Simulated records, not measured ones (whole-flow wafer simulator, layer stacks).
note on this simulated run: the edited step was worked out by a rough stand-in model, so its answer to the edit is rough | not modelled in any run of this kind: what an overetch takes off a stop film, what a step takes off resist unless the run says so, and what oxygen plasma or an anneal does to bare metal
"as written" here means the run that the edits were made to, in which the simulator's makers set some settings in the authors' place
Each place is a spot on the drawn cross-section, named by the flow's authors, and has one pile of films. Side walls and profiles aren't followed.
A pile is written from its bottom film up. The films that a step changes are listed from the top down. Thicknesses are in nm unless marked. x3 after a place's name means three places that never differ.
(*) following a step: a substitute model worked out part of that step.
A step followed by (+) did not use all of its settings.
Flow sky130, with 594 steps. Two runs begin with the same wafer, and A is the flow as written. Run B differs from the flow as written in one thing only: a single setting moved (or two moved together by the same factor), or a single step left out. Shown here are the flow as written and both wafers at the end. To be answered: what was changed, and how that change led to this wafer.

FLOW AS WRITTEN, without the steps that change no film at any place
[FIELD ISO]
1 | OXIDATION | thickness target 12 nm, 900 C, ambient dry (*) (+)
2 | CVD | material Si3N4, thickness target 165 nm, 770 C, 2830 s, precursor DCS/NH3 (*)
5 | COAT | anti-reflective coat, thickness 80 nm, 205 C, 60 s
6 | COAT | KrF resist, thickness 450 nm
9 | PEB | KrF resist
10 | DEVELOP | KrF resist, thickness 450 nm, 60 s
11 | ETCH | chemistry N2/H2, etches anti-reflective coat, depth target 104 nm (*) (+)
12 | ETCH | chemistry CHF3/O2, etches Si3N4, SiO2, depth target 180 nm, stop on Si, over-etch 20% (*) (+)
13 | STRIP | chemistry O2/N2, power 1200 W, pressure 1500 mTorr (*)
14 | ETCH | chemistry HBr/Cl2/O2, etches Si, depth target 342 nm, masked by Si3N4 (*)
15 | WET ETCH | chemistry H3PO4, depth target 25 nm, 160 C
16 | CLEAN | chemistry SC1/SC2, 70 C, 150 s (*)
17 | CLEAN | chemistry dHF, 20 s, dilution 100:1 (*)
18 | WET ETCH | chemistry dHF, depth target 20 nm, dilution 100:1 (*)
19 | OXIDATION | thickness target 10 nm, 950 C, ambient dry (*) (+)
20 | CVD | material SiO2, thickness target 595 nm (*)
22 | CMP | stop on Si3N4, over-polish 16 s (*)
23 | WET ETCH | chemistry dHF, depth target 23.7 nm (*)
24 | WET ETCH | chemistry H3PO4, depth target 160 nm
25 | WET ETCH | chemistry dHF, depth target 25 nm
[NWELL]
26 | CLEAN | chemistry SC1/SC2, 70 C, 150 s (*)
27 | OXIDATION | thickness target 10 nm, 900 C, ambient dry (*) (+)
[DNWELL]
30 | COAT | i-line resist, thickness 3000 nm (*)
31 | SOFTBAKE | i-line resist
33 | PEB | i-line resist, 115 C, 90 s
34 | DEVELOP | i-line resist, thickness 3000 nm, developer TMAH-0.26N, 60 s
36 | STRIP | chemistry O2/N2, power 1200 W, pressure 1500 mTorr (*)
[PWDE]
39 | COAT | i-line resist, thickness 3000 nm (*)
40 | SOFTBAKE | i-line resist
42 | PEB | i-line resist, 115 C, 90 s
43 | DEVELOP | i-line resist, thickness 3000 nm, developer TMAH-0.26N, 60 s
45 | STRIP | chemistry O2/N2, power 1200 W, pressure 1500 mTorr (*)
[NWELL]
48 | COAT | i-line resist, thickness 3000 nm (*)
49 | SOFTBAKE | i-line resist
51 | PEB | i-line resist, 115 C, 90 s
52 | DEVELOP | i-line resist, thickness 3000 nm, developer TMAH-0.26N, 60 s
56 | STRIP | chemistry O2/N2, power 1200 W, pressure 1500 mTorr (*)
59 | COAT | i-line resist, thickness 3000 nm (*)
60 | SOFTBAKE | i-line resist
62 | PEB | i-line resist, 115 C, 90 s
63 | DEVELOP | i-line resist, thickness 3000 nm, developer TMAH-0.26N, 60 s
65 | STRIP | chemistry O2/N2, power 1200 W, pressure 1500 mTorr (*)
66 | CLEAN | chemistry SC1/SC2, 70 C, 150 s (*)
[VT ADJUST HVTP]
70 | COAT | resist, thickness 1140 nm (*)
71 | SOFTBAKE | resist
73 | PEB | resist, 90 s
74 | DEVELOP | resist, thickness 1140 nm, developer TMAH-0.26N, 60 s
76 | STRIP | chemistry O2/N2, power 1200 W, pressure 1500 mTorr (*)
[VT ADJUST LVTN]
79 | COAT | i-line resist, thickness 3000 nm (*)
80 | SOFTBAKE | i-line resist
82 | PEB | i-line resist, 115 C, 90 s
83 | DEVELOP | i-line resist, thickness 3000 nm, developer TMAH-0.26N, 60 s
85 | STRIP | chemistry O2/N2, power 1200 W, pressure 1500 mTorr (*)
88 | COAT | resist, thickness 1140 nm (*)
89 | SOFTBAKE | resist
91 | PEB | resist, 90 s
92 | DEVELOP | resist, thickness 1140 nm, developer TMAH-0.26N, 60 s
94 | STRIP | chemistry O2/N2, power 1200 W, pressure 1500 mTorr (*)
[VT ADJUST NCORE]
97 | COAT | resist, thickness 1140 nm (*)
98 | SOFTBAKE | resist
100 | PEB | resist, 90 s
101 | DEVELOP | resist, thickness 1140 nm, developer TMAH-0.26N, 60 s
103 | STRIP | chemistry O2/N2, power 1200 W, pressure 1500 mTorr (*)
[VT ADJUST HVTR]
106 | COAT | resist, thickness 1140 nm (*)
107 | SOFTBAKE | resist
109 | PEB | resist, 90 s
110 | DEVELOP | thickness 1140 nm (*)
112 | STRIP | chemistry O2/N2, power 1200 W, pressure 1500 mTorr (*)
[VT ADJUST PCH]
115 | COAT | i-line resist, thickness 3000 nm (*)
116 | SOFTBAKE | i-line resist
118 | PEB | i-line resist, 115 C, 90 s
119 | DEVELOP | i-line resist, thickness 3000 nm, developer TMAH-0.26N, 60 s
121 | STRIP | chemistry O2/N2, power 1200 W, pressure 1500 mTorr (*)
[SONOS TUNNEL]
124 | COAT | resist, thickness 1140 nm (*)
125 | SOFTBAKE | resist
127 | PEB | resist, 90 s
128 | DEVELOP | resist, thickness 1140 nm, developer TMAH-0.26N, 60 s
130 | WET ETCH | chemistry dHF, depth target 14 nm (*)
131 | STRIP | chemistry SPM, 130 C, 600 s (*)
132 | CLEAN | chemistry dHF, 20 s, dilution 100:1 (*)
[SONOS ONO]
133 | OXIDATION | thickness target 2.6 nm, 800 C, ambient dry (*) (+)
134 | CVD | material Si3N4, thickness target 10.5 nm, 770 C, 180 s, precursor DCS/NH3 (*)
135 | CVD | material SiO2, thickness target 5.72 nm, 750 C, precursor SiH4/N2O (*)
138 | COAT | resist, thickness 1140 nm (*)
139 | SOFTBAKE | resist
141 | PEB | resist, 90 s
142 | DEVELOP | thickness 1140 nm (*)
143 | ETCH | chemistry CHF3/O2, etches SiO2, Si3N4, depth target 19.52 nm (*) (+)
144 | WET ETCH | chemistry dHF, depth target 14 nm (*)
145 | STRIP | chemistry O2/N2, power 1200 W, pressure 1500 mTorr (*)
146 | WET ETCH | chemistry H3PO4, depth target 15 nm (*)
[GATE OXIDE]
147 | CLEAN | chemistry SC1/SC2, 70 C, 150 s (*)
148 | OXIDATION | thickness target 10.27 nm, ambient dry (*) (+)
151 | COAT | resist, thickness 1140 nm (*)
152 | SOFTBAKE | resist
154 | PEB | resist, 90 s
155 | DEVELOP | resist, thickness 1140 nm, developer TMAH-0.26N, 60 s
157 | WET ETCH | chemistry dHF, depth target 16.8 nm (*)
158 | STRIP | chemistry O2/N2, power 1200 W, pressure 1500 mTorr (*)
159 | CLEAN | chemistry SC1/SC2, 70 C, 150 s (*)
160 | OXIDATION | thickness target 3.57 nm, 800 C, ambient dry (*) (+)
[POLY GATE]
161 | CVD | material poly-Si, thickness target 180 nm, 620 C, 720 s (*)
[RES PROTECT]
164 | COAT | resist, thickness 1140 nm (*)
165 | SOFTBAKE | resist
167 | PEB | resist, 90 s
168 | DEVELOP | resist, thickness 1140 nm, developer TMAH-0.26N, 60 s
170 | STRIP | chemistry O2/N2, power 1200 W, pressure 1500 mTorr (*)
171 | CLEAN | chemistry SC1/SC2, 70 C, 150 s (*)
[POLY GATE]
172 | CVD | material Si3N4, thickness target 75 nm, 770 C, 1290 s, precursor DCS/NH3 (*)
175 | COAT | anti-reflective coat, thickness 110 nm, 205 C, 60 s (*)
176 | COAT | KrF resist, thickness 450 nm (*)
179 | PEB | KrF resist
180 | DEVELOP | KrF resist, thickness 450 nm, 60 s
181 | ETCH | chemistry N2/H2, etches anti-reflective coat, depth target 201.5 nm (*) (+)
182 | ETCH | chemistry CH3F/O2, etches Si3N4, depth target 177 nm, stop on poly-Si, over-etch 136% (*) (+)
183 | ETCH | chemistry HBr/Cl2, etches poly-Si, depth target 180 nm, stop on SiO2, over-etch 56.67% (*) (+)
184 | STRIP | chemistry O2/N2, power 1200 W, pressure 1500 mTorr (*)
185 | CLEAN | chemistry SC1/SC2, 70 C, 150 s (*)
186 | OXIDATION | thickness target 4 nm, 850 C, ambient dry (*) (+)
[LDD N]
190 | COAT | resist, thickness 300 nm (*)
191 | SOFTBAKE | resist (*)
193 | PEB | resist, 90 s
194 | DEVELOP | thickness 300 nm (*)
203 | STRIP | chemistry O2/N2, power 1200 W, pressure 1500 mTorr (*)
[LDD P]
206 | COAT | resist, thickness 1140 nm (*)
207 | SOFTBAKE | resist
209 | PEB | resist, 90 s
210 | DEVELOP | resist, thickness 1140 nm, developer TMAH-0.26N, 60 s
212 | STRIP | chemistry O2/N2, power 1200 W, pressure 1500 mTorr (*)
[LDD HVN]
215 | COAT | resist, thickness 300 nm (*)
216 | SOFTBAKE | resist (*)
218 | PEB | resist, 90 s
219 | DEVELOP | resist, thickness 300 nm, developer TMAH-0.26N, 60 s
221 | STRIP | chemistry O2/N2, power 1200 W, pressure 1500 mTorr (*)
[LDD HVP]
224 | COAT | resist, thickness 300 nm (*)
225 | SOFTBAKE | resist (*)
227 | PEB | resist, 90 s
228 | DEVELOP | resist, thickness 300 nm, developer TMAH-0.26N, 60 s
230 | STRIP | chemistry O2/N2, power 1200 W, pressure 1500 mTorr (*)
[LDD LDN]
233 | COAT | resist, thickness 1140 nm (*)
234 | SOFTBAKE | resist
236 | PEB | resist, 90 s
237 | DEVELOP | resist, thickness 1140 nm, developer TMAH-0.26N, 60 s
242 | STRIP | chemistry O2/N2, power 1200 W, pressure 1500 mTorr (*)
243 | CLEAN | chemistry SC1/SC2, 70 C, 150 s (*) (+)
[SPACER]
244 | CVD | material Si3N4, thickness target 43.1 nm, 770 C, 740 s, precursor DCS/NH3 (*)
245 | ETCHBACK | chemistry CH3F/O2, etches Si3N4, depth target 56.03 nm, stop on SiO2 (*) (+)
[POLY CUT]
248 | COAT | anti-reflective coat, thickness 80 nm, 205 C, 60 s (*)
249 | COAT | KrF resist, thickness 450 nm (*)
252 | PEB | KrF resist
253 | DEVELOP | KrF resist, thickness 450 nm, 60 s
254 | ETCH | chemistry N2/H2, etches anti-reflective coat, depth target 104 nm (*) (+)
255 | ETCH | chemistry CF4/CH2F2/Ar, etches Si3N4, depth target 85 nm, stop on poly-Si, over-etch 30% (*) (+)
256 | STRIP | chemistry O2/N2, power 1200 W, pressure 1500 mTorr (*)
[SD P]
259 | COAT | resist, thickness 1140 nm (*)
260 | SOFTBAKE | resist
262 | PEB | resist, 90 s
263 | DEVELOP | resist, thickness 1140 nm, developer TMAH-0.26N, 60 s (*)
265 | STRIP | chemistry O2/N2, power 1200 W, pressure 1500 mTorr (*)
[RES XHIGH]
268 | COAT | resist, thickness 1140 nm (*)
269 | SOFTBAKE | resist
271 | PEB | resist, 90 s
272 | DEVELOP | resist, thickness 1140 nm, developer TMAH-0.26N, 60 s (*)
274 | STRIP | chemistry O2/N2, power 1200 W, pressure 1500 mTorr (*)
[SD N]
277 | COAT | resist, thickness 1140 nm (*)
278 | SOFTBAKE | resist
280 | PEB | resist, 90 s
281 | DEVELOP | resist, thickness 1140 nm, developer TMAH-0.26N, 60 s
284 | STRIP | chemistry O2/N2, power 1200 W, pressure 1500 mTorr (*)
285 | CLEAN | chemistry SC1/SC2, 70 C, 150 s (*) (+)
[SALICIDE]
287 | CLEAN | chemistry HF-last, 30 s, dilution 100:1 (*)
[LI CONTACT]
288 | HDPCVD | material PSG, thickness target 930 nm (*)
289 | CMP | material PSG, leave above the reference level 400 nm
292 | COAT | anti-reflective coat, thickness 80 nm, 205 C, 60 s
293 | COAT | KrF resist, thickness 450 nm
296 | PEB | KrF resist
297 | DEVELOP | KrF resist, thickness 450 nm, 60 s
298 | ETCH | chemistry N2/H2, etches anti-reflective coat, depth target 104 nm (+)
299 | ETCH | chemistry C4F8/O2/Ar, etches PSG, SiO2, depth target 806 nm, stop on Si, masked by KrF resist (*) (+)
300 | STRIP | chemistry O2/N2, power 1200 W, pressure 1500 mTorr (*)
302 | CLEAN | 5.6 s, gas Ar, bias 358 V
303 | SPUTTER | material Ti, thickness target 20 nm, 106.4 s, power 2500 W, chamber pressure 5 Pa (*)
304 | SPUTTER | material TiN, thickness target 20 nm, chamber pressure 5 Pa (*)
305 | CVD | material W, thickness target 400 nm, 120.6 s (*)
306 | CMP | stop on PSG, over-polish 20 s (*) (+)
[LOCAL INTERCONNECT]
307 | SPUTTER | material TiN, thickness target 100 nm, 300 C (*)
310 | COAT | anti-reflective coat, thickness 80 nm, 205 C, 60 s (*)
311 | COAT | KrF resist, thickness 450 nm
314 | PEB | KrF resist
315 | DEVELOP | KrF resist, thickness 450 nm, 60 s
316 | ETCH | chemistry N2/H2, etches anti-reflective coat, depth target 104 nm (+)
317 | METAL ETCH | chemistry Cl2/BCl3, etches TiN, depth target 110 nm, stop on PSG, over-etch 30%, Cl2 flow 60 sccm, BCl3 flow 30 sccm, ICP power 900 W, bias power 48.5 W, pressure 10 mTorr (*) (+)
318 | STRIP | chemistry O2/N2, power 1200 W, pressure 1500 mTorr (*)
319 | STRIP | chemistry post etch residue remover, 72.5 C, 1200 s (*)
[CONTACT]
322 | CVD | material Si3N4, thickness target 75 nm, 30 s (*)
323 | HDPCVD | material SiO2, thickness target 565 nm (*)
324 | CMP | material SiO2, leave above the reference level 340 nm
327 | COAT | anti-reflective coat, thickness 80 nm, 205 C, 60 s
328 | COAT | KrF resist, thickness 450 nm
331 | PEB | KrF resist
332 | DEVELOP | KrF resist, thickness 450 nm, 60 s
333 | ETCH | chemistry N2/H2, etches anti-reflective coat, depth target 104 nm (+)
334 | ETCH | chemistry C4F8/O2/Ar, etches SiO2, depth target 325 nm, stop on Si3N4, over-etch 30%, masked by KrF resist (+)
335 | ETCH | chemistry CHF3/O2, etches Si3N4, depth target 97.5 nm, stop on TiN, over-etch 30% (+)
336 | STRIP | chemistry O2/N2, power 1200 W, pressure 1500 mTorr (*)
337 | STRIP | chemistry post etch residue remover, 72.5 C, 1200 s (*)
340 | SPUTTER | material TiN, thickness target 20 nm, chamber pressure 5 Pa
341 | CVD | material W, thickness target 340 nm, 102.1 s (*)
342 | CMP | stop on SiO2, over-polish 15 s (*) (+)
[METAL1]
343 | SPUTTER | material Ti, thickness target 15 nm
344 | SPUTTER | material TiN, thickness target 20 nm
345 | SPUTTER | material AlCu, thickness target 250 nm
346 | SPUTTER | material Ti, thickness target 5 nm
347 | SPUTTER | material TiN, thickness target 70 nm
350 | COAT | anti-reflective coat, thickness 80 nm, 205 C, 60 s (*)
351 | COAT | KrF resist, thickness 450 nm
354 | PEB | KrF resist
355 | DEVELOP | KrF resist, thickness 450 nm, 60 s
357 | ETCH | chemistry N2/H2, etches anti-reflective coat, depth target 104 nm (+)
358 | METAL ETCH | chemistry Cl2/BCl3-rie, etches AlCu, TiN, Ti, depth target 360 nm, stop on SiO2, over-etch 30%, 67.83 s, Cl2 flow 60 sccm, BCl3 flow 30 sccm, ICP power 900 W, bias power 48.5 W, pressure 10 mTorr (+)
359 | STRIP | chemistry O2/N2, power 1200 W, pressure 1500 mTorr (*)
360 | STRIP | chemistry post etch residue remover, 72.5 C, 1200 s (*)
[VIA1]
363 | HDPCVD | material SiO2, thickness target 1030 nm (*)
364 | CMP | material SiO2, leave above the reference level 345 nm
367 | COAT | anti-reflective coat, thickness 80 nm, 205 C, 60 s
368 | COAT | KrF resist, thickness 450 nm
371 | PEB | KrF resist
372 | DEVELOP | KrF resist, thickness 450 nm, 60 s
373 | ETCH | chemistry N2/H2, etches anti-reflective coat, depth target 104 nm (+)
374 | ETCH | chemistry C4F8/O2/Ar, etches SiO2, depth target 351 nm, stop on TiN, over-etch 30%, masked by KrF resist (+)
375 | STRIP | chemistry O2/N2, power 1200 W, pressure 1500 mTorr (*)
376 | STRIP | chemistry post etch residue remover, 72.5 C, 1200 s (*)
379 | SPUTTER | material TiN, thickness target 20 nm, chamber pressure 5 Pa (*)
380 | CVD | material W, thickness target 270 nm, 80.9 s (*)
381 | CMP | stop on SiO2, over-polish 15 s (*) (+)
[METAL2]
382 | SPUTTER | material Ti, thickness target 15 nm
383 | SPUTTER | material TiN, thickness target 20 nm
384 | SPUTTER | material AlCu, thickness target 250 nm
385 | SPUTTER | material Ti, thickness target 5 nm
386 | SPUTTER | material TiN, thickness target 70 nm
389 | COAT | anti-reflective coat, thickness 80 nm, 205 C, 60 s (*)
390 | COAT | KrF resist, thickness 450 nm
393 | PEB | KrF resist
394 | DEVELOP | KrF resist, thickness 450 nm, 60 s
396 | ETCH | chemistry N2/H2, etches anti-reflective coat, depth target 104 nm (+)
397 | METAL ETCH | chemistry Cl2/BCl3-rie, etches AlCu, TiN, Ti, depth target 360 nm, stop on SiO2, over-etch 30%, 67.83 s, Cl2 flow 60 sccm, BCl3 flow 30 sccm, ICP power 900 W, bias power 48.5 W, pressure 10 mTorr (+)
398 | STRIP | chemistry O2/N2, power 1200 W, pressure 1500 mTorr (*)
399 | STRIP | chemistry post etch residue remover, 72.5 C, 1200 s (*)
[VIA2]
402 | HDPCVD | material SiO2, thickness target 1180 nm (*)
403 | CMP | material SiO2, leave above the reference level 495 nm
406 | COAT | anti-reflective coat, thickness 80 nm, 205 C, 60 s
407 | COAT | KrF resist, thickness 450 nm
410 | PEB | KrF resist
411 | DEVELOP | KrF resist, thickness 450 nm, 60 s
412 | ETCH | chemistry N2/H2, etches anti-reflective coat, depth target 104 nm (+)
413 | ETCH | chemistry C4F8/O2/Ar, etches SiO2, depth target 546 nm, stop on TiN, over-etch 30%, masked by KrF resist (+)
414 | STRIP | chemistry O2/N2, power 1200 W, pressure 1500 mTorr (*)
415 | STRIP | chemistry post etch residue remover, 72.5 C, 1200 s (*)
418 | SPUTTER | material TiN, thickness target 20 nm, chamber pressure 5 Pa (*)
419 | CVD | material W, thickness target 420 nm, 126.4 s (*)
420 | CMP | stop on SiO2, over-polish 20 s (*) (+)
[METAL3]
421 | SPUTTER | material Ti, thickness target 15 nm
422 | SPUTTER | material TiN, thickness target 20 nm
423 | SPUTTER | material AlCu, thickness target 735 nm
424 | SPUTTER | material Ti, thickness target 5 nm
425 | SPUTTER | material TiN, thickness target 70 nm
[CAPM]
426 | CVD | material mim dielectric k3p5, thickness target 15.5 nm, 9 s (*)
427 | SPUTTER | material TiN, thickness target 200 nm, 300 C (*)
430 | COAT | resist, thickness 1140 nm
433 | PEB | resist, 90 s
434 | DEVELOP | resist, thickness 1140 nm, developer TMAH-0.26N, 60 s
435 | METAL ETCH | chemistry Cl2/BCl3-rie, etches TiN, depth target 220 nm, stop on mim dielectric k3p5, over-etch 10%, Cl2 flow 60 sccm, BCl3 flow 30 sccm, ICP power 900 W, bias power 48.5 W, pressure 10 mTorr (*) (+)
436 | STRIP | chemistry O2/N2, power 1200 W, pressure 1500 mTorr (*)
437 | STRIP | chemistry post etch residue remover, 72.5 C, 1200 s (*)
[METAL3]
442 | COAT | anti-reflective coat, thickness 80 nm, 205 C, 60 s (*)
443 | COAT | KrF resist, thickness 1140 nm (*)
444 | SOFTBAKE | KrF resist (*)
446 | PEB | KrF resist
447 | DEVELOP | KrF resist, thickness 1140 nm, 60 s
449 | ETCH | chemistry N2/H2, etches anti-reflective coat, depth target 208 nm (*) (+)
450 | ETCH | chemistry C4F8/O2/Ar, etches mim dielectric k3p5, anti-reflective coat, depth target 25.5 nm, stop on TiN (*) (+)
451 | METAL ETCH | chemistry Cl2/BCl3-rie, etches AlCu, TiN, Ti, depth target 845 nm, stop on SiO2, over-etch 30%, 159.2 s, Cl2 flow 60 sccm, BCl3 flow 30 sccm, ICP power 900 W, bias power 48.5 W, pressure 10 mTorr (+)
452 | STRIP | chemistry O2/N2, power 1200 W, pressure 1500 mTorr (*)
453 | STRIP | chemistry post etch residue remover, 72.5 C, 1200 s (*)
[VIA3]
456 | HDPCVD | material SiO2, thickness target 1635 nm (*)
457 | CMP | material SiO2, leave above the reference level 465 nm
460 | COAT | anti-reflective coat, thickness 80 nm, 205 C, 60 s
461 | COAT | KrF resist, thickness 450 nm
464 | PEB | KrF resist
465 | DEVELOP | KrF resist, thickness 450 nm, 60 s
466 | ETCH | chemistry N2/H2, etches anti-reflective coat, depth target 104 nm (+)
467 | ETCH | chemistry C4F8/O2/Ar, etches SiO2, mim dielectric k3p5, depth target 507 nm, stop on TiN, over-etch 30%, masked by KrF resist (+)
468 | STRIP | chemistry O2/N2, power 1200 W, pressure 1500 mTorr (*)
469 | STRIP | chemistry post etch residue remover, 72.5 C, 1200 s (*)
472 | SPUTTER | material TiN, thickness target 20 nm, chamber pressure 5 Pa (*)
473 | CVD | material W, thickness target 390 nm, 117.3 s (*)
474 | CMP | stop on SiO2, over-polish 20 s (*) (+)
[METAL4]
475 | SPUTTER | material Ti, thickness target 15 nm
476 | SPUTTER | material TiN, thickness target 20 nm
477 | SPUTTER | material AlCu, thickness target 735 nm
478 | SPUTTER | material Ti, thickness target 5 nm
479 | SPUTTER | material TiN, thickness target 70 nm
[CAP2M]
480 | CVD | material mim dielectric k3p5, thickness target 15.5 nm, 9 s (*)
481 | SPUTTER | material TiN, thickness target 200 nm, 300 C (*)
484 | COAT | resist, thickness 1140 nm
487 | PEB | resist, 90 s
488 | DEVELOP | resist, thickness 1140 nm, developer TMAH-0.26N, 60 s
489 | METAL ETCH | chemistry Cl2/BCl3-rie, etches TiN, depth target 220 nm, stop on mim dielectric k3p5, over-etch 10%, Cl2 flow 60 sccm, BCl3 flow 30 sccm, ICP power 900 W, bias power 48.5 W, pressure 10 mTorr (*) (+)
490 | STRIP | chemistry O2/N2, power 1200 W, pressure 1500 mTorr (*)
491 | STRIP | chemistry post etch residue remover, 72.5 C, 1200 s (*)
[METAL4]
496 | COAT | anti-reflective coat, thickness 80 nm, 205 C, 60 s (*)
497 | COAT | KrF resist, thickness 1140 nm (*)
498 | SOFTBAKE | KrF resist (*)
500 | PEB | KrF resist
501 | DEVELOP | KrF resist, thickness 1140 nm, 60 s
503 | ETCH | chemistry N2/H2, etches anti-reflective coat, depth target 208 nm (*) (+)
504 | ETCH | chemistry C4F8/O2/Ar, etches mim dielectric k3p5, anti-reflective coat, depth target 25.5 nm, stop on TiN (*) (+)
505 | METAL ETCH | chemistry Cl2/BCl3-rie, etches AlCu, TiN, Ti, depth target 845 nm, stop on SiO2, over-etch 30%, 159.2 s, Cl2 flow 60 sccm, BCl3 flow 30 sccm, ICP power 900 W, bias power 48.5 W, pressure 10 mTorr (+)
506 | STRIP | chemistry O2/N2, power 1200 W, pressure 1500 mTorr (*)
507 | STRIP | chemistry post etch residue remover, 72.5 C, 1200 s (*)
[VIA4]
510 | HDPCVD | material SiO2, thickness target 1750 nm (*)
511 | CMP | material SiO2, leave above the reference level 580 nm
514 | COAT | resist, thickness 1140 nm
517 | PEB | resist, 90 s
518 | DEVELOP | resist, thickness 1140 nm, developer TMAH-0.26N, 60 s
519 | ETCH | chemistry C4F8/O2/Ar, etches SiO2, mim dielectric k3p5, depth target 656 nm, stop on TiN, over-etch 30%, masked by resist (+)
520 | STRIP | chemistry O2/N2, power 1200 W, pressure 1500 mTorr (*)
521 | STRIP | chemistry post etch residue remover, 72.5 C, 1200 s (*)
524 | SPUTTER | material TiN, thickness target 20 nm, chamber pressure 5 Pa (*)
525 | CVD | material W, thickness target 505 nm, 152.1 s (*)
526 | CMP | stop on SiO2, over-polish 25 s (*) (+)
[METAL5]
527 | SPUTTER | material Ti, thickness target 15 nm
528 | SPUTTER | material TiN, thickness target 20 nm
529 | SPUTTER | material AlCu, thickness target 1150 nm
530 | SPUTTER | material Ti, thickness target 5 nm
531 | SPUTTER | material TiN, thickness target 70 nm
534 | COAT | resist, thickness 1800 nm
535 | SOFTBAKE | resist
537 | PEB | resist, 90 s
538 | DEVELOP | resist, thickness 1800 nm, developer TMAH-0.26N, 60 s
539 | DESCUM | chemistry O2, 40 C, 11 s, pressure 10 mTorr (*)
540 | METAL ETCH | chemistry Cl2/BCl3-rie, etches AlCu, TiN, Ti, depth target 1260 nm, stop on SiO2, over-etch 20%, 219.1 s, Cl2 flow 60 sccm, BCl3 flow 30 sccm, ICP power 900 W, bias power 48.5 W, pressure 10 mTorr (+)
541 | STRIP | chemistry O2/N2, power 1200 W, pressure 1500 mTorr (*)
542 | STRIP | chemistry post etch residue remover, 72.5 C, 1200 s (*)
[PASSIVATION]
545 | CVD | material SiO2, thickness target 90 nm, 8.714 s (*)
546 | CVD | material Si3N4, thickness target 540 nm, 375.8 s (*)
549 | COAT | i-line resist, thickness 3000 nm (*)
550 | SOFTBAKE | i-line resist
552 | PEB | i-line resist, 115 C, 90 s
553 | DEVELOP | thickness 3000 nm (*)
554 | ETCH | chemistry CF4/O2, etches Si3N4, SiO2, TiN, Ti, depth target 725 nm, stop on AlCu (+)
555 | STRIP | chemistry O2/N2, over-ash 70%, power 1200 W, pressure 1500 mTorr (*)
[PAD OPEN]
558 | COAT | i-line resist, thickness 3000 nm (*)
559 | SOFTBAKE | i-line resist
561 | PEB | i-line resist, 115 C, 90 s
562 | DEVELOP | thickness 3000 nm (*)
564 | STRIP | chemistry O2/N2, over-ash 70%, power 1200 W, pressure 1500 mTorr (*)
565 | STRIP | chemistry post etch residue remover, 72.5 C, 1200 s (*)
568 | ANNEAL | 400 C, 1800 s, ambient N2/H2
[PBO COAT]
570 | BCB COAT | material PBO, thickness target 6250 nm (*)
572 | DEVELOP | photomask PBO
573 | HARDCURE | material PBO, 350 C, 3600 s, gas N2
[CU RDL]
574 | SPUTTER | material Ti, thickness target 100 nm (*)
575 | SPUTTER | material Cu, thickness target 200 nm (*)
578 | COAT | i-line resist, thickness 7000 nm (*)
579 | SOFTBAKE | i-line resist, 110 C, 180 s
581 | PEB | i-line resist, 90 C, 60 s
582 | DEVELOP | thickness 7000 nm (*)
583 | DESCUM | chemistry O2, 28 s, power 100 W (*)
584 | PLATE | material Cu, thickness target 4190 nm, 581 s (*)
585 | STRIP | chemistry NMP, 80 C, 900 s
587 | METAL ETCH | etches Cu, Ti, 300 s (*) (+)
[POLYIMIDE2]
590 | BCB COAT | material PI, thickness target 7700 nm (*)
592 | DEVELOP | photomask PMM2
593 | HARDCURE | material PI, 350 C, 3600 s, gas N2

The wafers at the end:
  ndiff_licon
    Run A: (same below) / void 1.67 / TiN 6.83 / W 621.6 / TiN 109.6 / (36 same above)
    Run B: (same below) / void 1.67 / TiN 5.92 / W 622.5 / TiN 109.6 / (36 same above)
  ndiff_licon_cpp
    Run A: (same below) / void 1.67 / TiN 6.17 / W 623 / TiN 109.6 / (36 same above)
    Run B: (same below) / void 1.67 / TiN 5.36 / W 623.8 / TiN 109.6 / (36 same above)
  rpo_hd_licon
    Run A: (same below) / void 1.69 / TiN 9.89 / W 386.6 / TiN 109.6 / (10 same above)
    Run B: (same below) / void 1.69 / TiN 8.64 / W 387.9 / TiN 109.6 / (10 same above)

What caused this: step 304, SPUTTER: chamber pressure 3.2 Pa was run, though the flow has chamber pressure 5 Pa.

How this came from the change, step by step:
  304 | SPUTTER | material TiN, thickness target 20 nm, chamber pressure 5 Pa (*)
      ndiff_licon: A TiN gains 6.83 (new film) | B TiN gains 5.92 (new film)
      ndiff_licon_cpp: A TiN gains 6.17 (new film) | B TiN gains 5.36 (new film)
      (and at 1 other place as well)
